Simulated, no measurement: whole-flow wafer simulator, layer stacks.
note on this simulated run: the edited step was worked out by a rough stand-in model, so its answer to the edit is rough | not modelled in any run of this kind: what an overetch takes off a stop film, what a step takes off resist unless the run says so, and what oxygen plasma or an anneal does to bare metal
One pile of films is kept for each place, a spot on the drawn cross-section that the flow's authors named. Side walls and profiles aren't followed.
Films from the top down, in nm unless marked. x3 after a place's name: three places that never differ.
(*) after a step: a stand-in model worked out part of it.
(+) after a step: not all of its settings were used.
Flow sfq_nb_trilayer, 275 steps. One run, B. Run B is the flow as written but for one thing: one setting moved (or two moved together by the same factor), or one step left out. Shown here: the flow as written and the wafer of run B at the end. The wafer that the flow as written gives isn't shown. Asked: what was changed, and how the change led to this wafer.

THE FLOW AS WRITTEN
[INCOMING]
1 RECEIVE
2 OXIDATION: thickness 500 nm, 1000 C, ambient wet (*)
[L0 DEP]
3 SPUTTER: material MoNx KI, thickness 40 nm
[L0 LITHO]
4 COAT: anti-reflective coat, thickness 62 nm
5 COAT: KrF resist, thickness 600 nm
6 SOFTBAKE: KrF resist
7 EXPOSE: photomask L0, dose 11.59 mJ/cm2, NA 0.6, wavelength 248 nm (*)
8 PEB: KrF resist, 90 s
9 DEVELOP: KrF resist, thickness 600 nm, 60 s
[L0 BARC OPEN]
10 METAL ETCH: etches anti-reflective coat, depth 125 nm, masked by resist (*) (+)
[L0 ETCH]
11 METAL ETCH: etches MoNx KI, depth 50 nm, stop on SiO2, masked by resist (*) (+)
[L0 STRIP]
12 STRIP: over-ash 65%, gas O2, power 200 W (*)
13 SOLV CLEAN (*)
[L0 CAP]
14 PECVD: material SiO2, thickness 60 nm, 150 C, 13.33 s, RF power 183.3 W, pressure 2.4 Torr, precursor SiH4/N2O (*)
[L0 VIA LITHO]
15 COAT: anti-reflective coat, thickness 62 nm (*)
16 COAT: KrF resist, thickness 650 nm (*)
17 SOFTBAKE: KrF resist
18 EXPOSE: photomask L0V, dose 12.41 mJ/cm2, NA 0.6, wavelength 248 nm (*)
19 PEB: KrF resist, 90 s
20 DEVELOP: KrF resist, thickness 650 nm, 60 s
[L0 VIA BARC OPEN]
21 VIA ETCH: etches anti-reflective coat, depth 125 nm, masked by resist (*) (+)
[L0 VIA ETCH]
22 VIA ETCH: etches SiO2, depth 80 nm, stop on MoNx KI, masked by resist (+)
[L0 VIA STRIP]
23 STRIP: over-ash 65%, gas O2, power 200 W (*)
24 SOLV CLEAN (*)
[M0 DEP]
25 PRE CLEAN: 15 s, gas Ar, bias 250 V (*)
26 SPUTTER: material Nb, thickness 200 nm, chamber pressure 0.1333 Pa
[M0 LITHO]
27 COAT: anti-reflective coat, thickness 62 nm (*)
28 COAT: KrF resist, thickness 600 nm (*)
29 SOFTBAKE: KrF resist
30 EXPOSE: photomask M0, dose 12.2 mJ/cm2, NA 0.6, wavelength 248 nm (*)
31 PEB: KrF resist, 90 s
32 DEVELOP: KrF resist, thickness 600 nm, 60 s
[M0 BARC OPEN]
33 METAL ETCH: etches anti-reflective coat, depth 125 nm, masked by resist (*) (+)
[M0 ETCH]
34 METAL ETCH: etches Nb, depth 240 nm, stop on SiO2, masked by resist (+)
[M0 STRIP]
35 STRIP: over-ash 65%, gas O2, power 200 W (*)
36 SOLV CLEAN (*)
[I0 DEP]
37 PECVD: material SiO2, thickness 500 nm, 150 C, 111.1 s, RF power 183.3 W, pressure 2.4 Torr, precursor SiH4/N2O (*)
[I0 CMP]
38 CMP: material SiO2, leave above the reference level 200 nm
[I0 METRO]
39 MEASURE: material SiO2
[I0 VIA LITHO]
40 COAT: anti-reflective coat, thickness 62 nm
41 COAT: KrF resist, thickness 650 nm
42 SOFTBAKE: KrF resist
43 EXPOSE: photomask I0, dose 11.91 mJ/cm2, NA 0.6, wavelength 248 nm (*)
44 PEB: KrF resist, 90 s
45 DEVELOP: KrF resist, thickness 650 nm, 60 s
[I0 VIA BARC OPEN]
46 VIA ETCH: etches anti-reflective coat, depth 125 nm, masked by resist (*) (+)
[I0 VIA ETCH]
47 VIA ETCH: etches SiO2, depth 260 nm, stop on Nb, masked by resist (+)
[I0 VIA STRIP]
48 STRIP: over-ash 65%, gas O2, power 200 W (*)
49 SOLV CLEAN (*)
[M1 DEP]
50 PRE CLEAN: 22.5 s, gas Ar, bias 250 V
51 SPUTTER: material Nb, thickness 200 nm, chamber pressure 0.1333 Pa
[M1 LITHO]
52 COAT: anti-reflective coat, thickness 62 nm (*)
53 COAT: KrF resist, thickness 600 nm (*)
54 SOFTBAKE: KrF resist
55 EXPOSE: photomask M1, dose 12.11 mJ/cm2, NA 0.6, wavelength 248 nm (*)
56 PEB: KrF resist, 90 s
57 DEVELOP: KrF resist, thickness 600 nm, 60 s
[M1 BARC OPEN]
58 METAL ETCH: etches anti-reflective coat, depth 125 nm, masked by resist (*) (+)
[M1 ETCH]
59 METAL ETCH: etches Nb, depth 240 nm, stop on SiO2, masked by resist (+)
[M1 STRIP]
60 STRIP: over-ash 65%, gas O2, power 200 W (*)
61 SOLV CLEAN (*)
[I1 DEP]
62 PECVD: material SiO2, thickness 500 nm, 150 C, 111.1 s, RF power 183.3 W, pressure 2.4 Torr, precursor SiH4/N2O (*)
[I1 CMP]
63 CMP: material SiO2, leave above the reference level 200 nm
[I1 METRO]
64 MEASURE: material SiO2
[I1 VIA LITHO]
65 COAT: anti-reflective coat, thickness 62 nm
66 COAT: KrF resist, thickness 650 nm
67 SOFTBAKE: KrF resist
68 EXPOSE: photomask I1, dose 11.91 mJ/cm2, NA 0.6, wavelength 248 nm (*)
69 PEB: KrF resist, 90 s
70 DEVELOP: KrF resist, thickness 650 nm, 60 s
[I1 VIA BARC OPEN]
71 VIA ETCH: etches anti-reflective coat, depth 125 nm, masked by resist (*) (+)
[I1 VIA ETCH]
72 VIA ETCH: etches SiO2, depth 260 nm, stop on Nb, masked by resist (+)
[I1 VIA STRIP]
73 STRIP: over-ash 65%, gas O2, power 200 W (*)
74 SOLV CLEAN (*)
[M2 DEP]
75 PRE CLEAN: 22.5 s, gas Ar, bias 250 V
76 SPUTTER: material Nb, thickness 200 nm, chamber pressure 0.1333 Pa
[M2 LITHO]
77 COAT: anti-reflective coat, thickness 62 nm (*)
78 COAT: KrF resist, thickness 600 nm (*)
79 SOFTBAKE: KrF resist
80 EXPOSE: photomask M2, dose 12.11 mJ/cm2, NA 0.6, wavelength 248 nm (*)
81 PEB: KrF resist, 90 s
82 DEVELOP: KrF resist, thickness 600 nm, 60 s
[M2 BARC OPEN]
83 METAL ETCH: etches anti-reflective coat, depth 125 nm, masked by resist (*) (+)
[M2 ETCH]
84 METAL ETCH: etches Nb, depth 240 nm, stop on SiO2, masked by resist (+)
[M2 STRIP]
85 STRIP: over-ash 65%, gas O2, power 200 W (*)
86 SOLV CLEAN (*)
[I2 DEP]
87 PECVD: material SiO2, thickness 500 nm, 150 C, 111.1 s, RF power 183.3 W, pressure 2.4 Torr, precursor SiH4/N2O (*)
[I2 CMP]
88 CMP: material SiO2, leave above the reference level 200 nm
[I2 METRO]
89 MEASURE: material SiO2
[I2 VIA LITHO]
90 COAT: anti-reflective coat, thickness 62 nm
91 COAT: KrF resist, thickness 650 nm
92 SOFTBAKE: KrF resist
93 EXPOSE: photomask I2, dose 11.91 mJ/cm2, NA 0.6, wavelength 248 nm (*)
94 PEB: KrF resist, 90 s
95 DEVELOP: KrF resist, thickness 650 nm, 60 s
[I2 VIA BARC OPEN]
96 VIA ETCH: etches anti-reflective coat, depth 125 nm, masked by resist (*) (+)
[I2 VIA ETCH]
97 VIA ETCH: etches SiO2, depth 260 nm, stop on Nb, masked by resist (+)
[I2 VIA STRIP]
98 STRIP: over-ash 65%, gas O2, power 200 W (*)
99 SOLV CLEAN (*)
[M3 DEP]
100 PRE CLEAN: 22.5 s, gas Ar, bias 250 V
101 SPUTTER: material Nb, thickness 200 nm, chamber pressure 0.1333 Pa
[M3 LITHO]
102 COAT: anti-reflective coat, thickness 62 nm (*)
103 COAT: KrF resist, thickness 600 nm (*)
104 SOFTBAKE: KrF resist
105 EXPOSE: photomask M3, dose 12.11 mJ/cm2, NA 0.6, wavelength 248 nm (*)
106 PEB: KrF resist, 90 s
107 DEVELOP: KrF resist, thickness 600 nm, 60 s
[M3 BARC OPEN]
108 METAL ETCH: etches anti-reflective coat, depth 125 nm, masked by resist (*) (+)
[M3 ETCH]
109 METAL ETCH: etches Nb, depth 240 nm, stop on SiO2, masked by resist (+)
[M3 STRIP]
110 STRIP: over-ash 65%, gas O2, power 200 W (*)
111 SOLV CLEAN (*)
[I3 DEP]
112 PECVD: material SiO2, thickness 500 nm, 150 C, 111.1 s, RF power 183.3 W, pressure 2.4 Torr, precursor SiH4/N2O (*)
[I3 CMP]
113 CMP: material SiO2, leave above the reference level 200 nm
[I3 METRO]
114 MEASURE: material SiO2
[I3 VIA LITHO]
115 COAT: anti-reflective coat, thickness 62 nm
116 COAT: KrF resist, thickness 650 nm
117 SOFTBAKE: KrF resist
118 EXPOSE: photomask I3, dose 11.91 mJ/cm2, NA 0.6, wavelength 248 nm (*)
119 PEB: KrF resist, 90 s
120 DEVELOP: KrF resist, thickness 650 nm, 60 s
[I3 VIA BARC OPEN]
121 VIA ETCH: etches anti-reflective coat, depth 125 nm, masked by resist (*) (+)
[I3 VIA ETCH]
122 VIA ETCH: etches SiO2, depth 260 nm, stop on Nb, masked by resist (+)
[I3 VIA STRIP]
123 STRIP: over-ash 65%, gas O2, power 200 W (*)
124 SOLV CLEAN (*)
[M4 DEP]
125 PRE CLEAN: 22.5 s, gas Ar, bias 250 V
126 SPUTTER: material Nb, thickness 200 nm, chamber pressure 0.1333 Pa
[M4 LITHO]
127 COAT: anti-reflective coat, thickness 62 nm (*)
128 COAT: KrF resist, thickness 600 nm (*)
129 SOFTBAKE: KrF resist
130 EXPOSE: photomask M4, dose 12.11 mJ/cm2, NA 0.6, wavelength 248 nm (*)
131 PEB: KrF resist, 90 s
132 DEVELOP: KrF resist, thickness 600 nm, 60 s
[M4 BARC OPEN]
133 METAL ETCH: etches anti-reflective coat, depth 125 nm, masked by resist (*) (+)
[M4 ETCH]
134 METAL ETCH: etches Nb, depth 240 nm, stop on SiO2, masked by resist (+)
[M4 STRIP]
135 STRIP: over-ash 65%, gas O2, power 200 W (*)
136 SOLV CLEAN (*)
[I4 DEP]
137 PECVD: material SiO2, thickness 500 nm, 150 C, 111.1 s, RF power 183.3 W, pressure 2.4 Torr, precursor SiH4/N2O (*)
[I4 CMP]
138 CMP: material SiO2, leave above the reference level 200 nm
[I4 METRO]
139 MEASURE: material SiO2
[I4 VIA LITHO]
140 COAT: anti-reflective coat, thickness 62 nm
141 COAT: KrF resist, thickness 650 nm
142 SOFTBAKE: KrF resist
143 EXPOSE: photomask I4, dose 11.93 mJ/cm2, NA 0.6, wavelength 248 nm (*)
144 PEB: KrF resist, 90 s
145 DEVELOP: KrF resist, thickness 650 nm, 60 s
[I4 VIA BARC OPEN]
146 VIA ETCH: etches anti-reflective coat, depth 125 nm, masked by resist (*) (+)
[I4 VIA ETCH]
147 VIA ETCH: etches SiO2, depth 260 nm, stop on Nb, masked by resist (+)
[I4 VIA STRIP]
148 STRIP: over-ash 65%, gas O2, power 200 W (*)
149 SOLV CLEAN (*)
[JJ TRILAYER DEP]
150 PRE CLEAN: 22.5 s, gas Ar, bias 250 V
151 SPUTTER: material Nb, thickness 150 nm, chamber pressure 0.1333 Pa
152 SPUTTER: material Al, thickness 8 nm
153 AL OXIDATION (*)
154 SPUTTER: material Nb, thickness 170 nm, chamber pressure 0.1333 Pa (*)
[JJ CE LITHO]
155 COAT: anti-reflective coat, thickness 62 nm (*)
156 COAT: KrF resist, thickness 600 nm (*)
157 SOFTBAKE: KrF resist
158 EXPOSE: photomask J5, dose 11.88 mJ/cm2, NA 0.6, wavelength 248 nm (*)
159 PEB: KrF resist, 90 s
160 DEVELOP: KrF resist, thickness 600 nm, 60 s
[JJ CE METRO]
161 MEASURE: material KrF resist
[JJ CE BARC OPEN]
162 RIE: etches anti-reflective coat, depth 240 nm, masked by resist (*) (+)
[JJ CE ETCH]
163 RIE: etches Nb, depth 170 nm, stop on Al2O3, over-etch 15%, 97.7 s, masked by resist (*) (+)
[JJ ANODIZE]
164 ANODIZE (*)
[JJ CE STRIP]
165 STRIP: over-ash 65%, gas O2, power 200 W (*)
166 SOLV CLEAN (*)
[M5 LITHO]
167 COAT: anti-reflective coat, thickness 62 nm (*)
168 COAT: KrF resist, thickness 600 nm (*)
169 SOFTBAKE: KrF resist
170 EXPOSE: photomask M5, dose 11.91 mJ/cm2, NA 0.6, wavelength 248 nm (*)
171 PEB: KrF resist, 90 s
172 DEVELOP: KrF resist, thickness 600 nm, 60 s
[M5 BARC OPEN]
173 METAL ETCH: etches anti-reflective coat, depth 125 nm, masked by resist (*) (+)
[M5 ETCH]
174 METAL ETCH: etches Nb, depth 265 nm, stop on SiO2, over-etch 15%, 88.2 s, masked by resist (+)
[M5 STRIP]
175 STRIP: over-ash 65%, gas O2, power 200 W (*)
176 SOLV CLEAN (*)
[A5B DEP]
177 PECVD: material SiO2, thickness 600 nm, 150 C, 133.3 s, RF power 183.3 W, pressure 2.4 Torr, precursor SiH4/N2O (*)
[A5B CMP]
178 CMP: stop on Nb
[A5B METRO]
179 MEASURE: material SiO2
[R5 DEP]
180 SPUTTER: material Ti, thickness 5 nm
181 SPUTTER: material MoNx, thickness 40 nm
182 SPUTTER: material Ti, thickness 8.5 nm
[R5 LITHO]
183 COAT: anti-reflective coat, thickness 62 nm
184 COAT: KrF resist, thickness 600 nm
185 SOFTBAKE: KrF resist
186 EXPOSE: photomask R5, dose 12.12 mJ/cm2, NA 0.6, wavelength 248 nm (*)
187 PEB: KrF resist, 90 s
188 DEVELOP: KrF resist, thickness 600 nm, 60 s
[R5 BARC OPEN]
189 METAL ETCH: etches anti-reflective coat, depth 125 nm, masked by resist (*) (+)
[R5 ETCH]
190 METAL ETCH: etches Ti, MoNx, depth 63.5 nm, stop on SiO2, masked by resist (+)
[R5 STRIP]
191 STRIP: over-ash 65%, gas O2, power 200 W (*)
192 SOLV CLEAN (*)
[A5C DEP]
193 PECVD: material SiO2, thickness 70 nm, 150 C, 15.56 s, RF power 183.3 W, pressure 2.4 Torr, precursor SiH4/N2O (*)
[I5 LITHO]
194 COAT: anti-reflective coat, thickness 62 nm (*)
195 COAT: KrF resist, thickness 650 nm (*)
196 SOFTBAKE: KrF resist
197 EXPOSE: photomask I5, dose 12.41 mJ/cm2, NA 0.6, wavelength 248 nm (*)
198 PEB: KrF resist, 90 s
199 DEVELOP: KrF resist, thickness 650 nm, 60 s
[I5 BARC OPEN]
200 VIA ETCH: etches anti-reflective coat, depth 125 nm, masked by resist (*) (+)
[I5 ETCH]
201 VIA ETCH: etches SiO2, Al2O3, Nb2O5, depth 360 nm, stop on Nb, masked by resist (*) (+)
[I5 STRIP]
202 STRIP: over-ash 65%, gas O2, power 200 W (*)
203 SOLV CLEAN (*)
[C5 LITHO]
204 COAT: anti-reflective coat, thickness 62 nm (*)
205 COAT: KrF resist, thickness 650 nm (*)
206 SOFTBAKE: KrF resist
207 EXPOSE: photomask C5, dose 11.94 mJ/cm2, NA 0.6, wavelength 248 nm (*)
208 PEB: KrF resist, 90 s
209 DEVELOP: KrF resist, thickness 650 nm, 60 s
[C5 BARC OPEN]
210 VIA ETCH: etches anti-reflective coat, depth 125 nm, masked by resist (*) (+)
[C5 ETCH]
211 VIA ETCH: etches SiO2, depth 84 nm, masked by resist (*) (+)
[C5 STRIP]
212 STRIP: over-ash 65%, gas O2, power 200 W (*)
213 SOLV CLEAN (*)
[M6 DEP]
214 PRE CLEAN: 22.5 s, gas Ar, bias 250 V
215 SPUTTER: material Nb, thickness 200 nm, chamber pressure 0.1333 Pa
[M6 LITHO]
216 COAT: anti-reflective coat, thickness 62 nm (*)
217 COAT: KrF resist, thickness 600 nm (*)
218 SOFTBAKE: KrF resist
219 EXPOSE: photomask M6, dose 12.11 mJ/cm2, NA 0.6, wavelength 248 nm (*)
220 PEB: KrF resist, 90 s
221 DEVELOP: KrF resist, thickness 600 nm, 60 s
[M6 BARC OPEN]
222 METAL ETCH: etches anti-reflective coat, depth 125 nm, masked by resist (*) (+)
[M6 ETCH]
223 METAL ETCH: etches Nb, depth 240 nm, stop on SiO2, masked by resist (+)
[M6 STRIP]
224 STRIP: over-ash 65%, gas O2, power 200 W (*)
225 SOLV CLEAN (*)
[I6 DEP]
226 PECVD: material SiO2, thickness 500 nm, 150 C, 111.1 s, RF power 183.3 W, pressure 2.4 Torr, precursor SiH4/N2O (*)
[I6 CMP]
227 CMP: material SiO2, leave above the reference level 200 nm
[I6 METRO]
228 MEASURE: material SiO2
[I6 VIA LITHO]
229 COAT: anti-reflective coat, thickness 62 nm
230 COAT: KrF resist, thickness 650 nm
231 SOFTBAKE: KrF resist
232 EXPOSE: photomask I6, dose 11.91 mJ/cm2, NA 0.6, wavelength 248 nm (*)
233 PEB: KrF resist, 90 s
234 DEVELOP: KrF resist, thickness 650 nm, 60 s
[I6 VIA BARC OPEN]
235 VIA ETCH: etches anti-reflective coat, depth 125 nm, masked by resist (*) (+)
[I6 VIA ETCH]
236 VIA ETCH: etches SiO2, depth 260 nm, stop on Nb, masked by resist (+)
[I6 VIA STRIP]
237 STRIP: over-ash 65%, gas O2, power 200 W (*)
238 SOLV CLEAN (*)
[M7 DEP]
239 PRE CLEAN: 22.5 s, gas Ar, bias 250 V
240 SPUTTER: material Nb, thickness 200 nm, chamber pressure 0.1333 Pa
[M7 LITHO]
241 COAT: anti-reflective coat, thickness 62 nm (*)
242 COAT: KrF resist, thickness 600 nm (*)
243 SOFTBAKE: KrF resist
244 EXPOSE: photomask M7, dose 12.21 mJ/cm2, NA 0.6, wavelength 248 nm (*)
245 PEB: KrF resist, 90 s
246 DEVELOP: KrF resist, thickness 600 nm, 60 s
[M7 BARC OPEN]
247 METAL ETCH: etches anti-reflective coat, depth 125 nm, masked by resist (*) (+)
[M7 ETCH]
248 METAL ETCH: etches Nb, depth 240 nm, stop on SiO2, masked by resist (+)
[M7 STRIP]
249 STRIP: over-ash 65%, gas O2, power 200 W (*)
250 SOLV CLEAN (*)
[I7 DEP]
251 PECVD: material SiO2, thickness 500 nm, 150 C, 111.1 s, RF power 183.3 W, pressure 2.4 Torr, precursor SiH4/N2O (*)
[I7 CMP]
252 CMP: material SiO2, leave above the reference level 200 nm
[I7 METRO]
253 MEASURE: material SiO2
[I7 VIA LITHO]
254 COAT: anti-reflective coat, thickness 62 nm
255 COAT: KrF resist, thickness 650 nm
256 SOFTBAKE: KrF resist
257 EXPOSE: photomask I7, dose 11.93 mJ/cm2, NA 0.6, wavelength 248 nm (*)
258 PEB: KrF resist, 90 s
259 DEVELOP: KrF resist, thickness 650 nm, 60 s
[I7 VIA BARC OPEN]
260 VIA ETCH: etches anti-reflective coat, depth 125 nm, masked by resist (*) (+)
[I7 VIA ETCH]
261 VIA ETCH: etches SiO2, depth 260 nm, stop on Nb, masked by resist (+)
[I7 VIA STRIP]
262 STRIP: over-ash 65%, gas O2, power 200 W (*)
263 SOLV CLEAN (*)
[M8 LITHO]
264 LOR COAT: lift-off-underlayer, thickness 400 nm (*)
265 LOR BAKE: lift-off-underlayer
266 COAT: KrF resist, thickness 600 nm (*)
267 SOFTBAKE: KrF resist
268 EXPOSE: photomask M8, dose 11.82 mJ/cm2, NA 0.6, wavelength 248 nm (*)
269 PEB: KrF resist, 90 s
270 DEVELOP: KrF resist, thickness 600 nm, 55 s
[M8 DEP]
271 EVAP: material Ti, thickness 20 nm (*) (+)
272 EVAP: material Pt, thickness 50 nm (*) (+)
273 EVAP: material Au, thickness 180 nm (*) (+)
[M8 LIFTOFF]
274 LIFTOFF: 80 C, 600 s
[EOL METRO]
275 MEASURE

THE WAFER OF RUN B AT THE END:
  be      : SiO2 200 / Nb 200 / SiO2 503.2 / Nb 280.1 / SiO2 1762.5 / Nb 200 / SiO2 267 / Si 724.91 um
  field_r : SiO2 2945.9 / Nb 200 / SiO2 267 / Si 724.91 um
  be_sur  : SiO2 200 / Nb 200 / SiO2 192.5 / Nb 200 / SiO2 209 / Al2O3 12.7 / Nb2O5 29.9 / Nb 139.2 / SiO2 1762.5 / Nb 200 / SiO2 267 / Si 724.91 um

The cause: step 2, OXIDATION: thickness 212 nm was run, where the flow has thickness 500 nm.

How the change led to this, step by step:
  2 OXIDATION: thickness 500 nm, 1000 C, ambient wet (*)
      field_l, v_sur, via_wl and 103 more: SiO2 +212 (new film), chemical SiO2 -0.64 (all of it), Si -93 (as written it would be: SiO2 +500 (new film), chemical SiO2 -0.64 (all of it), Si -219.7)
